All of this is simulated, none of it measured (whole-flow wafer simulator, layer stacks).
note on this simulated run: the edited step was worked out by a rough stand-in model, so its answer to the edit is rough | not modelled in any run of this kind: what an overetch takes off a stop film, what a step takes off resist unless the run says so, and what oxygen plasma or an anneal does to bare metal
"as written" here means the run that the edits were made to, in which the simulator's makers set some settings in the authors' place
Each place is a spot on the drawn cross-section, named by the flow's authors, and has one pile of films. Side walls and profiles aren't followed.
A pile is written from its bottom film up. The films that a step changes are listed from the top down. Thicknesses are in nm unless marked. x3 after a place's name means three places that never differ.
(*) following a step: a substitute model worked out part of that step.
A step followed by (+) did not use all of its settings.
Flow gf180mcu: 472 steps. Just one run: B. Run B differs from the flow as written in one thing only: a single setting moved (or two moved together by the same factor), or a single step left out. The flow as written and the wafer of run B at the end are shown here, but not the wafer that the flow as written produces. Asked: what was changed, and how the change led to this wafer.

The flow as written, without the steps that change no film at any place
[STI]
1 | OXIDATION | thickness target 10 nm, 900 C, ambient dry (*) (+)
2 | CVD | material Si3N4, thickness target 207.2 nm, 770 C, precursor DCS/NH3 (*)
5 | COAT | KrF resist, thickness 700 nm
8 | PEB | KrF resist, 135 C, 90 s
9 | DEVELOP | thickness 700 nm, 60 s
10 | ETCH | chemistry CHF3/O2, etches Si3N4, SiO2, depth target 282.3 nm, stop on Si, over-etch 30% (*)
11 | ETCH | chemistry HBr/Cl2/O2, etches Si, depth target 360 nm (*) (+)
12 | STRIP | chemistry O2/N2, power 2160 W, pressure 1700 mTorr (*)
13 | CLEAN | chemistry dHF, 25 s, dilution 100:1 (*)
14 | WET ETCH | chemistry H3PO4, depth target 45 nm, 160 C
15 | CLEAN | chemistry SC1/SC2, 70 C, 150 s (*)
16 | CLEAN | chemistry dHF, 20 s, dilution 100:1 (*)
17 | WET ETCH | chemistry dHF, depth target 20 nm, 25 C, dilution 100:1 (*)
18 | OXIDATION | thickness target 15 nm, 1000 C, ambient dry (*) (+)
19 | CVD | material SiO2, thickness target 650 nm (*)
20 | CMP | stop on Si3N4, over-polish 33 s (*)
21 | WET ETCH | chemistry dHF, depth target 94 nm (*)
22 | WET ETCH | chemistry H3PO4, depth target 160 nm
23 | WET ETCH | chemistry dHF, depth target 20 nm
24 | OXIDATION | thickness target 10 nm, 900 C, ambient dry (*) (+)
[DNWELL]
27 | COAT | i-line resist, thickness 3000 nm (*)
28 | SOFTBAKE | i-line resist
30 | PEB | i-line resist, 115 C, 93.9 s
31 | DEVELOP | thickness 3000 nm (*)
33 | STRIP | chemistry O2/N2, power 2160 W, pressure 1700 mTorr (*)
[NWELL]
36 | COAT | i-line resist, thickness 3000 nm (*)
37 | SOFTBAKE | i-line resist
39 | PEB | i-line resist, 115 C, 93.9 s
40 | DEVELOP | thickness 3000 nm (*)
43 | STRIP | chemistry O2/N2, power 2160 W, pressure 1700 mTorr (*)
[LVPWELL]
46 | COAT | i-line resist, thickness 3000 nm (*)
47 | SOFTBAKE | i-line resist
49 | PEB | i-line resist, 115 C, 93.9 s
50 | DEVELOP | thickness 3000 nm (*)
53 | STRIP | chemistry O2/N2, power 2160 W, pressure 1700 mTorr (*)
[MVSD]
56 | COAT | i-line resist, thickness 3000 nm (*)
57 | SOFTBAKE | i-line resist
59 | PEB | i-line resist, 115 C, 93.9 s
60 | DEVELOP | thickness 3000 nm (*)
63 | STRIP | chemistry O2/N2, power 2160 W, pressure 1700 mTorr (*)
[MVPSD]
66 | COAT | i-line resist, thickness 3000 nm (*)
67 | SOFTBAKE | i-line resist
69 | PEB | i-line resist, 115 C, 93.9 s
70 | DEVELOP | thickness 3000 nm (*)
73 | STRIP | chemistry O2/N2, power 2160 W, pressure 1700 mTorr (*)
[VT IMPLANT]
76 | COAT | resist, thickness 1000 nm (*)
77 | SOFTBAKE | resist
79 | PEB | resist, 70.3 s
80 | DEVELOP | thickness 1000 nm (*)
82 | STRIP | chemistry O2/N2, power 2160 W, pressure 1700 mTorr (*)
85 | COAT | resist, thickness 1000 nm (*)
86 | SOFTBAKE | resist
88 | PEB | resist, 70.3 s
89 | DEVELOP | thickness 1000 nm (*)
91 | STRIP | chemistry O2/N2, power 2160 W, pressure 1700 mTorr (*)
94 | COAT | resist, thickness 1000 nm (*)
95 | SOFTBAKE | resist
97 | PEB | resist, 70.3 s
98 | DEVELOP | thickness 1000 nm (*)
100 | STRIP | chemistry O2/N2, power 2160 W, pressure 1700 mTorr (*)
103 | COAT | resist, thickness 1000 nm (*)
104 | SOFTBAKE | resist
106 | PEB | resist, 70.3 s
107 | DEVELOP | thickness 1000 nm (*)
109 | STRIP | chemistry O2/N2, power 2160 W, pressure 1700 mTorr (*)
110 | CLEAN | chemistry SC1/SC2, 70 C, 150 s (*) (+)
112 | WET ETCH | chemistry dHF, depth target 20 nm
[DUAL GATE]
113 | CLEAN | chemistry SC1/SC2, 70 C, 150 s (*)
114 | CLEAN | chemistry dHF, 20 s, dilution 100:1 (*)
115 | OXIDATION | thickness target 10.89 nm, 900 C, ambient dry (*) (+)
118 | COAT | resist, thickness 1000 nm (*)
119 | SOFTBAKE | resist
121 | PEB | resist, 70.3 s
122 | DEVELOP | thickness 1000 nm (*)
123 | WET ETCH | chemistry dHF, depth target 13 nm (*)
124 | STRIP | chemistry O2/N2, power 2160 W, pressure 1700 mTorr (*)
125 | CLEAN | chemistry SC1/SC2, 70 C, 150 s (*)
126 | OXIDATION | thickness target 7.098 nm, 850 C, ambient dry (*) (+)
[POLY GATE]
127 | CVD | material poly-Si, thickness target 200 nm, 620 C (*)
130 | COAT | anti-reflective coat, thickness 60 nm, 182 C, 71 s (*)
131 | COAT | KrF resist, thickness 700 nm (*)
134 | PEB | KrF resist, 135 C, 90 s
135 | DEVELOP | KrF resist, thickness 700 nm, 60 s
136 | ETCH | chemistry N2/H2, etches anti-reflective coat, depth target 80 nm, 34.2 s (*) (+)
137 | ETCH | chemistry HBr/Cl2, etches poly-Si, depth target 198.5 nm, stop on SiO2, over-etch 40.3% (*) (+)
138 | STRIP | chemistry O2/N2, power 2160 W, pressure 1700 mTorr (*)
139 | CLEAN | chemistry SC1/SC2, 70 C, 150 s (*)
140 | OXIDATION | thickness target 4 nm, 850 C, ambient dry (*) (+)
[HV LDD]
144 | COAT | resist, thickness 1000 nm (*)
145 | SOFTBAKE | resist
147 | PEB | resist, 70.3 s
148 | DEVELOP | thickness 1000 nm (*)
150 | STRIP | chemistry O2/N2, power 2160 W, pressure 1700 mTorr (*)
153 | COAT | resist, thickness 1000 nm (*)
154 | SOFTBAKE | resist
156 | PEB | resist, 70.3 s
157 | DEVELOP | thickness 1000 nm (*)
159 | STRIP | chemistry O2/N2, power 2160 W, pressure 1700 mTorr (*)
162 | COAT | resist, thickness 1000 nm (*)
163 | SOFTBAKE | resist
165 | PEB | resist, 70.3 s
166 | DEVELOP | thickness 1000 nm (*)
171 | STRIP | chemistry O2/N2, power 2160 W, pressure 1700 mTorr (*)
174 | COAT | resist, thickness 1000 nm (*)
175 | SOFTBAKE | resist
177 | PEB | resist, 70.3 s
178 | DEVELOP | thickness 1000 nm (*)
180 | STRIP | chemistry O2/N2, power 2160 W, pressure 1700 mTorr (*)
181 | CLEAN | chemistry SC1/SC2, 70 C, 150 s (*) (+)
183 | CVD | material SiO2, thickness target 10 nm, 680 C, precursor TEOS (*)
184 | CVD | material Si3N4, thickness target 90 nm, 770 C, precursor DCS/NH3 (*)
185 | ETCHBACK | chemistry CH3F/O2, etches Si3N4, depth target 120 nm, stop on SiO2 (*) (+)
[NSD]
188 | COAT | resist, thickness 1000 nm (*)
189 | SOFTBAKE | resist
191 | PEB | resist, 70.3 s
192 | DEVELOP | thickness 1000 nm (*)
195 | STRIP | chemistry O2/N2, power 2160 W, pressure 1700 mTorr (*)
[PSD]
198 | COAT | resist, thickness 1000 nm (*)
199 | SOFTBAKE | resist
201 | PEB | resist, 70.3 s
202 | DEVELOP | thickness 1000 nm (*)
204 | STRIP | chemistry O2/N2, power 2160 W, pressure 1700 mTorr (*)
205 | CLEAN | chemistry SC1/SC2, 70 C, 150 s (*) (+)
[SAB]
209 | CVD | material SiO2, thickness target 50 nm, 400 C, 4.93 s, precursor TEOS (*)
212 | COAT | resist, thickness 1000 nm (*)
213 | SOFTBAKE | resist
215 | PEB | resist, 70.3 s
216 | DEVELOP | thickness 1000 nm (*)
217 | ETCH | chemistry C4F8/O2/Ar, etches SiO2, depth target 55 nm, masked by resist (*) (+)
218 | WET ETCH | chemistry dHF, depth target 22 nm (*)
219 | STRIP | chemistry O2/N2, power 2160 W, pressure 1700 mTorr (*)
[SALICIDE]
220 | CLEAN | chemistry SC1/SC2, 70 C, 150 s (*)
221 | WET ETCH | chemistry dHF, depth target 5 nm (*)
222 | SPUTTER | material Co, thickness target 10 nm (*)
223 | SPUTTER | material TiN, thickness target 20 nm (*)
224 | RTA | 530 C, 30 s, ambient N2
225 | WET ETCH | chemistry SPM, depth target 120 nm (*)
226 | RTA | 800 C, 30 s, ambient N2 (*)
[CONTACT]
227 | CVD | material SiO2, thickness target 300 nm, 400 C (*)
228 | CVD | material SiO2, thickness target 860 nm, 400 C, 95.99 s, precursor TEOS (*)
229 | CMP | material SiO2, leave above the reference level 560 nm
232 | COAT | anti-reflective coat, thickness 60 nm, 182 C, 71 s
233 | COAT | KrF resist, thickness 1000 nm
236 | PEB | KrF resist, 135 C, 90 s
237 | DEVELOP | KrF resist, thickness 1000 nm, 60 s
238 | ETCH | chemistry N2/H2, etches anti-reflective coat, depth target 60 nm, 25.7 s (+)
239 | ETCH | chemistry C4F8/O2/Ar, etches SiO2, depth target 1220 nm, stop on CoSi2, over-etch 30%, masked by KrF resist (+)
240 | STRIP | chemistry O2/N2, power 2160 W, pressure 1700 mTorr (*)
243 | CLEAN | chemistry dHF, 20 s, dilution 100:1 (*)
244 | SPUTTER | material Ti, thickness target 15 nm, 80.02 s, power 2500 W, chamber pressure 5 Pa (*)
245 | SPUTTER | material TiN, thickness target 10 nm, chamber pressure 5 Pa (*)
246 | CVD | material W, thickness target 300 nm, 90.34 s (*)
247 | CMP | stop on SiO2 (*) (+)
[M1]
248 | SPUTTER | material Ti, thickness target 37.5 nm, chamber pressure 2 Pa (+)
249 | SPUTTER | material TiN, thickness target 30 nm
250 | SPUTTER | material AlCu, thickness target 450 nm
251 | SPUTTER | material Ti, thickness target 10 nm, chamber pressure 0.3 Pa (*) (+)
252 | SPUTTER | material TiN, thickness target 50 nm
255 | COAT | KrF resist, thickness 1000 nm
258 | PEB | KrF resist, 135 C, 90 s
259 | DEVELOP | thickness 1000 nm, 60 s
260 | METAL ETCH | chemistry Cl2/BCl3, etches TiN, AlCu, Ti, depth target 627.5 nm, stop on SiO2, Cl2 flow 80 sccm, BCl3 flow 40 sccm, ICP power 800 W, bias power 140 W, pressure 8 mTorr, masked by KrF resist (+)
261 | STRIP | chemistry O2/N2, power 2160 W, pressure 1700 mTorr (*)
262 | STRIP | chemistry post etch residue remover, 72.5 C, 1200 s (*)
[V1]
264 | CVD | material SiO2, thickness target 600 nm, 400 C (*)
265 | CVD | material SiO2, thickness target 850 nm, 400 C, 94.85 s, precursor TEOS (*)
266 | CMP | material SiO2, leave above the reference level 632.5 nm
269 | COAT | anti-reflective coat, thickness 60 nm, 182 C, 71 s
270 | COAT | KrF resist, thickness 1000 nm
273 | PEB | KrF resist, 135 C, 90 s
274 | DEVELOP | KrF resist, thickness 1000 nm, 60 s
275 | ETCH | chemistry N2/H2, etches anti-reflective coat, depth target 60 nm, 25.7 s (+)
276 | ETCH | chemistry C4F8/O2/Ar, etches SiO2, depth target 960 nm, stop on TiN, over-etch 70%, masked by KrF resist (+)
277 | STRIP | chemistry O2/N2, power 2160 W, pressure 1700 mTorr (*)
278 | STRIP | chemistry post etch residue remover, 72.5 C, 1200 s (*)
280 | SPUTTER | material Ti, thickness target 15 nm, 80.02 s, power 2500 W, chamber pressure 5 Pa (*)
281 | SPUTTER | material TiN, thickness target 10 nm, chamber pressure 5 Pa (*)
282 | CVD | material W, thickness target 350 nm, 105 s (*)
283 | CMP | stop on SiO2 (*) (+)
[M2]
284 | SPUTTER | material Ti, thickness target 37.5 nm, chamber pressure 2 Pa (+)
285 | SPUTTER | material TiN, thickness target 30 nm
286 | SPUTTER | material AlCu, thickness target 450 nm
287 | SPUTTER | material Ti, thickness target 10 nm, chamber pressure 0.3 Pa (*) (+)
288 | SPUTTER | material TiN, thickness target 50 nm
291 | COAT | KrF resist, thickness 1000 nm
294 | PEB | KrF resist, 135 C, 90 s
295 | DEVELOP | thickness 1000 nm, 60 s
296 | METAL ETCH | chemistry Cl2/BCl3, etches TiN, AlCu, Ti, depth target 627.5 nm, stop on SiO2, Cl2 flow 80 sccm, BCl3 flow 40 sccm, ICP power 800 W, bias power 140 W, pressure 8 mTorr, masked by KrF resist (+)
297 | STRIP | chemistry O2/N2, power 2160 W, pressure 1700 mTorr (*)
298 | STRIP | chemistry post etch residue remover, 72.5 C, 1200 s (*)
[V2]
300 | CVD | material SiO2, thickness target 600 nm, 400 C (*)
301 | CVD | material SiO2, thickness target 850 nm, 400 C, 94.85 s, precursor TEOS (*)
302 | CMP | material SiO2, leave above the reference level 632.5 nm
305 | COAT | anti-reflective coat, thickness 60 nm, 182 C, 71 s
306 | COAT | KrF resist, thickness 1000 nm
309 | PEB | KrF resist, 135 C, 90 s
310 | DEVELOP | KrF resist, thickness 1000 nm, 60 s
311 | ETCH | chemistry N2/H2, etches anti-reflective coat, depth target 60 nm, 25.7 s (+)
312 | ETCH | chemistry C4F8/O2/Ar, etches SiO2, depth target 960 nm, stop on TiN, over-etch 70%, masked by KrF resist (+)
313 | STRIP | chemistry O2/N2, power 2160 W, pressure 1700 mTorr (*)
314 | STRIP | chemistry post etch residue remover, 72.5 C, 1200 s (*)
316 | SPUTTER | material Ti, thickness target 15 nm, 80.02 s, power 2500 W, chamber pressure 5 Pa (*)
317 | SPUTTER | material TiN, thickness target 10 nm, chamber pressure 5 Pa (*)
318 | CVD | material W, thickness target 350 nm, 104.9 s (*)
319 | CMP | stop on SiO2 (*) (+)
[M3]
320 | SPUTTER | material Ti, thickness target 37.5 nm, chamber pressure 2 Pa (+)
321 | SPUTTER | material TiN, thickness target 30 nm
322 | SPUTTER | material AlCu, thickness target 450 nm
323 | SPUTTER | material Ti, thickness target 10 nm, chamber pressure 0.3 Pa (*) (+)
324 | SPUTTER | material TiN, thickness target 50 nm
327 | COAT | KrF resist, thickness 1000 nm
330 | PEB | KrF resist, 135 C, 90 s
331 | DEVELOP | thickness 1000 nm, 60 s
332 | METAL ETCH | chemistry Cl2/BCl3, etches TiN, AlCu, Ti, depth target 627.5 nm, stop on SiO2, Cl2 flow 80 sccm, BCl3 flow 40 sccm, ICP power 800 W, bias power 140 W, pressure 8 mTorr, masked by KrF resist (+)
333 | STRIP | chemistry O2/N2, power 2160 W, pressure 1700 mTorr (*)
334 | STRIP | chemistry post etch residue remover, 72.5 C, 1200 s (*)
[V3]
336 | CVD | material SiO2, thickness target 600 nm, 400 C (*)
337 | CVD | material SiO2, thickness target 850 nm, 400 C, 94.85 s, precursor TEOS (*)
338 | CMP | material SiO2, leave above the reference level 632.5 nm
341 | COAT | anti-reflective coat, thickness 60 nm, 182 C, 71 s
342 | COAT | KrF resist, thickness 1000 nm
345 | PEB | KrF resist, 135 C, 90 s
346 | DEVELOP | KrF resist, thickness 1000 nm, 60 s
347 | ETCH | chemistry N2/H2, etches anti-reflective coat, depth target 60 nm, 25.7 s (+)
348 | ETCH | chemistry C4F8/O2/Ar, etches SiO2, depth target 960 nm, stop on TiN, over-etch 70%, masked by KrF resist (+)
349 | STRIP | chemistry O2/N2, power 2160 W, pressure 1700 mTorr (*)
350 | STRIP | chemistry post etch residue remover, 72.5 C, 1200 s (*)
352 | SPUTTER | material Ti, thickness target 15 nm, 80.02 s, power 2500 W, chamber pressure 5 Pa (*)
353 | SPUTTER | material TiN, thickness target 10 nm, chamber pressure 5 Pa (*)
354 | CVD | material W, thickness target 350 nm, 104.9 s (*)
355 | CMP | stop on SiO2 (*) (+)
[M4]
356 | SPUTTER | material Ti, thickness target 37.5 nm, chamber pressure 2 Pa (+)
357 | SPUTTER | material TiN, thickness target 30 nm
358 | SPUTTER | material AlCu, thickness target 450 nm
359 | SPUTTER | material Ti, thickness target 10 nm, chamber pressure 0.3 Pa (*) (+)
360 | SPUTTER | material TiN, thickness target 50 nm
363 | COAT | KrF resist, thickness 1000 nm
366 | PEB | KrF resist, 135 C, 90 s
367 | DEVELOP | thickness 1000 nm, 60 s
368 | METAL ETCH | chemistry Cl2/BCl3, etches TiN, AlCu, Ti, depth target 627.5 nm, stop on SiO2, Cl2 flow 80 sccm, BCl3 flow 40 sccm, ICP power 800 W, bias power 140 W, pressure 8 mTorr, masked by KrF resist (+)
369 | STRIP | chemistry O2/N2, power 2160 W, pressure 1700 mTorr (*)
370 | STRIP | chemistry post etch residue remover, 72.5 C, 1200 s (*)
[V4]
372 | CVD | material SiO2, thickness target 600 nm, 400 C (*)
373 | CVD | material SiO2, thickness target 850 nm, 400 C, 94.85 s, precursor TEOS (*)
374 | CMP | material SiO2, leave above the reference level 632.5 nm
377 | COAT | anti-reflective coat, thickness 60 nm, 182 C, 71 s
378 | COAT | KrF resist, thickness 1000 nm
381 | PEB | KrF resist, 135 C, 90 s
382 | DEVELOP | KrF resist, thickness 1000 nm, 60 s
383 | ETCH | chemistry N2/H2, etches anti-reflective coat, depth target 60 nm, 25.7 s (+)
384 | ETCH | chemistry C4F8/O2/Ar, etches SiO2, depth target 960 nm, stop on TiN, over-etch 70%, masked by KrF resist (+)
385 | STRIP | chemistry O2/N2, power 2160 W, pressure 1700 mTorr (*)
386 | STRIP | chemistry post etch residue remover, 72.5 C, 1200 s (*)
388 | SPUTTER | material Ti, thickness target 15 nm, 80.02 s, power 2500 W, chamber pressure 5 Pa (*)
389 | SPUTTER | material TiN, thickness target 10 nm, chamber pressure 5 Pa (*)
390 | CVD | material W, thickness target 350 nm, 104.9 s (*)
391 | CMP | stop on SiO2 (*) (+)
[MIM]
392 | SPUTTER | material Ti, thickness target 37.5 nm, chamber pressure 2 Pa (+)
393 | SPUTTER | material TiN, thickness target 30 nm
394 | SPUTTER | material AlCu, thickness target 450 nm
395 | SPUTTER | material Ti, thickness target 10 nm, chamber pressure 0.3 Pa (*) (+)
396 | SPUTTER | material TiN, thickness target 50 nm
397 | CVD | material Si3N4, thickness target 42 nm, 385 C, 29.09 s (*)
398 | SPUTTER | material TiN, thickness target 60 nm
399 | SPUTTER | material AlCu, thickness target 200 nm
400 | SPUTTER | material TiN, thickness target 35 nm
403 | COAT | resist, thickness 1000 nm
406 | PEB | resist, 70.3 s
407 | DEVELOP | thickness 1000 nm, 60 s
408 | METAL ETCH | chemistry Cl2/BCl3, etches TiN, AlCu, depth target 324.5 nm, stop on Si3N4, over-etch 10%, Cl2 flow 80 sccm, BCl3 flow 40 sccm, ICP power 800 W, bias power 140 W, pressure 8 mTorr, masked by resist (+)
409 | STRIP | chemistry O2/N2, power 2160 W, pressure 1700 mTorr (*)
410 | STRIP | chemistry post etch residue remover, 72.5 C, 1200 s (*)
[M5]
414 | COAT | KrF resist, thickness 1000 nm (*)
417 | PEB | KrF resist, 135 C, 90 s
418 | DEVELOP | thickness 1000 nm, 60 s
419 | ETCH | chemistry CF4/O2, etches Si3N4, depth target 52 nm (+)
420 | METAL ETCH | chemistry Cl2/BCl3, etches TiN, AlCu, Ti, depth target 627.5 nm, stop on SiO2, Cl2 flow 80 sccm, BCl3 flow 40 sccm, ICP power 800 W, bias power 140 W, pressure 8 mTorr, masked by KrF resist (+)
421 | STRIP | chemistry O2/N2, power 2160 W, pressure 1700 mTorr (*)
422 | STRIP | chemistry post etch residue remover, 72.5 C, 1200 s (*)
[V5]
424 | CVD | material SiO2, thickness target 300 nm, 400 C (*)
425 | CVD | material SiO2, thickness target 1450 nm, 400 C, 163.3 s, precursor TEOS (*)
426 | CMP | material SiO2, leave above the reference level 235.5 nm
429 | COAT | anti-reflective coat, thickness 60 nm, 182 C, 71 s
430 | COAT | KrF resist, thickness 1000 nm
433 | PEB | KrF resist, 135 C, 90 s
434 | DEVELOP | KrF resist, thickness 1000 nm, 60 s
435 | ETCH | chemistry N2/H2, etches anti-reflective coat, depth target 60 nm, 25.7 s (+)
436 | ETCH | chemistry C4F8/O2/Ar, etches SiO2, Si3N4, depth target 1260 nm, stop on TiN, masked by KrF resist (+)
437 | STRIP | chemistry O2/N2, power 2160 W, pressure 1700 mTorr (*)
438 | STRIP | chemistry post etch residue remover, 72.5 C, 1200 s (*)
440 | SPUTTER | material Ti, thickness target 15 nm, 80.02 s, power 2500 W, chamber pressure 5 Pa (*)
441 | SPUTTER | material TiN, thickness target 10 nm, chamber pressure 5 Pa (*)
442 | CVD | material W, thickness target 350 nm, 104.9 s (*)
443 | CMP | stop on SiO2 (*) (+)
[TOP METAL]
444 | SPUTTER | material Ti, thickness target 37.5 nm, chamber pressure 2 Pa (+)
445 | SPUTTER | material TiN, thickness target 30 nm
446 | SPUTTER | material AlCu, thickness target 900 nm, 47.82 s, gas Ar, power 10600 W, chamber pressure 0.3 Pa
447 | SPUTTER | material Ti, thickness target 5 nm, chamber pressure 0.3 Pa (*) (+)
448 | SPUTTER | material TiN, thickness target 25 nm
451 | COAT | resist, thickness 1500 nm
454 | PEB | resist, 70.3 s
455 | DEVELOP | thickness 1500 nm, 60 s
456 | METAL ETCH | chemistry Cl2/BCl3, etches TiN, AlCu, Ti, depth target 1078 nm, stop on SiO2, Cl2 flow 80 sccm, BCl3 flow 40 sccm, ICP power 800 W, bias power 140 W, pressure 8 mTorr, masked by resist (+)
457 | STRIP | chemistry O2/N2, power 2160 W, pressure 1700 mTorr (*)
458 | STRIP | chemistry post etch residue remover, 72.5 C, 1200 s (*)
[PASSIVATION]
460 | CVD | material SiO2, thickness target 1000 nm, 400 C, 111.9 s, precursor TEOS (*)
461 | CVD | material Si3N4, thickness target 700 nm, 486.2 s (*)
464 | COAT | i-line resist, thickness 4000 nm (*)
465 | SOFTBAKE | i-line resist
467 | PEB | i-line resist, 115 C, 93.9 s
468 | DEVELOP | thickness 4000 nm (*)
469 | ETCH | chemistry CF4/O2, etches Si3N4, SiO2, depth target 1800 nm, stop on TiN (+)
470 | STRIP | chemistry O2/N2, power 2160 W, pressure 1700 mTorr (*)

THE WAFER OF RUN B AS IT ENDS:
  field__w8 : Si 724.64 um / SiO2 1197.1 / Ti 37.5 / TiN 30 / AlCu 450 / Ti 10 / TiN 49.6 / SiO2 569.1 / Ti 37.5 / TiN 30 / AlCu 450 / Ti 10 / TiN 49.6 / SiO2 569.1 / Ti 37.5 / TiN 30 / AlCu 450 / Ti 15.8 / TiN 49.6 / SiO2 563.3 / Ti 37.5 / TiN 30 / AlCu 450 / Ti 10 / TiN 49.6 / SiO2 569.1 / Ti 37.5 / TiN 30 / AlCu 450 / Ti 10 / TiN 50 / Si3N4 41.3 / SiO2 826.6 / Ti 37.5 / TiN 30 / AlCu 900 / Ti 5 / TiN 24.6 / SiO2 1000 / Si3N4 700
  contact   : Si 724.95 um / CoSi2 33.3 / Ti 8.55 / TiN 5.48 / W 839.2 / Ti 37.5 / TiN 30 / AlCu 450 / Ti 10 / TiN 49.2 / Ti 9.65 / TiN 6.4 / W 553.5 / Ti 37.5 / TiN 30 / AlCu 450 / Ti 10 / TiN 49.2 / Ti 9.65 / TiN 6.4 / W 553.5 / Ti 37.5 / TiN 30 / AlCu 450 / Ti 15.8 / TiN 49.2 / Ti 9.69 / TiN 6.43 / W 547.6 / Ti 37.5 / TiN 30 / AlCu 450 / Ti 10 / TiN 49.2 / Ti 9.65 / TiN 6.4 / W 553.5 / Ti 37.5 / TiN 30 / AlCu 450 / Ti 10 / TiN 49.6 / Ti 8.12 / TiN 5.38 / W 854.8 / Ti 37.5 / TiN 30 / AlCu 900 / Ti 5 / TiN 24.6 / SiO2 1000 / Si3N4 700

What caused this: step 323, SPUTTER: thickness target 15.8 nm was run, though the flow has thickness target 10 nm.
The wafer itself shows it: field__w8 has Ti 15.8, and step 323 as written asks for 10 nm.

The path from the change to this, step by step:
  323 | SPUTTER | material Ti, thickness target 10 nm, chamber pressure 0.3 Pa (*) (+)
      field, field__w1, field__w2 and 108 more: +15.8 Ti (new film) (in the flow as written it would be: +10 Ti (new film))
  332 | METAL ETCH | chemistry Cl2/BCl3, etches TiN, AlCu, Ti, depth target 627.5 nm, stop on SiO2, Cl2 flow 80 sccm, BCl3 flow 40 sccm, ICP power 800 W, bias power 140 W, pressure 8 mTorr, masked by KrF resist (+)
      field, field__w1, field__w2 and 103 more: -50 TiN (all of it), -15.8 Ti (all of it), -450 AlCu (all of it), -30 TiN (all of it), -37.5 Ti (all of it) (in the flow as written it would be: -50 TiN (all of it), -10 Ti (all of it), -450 AlCu (all of it), -30 TiN (all of it), -37.5 Ti (all of it))
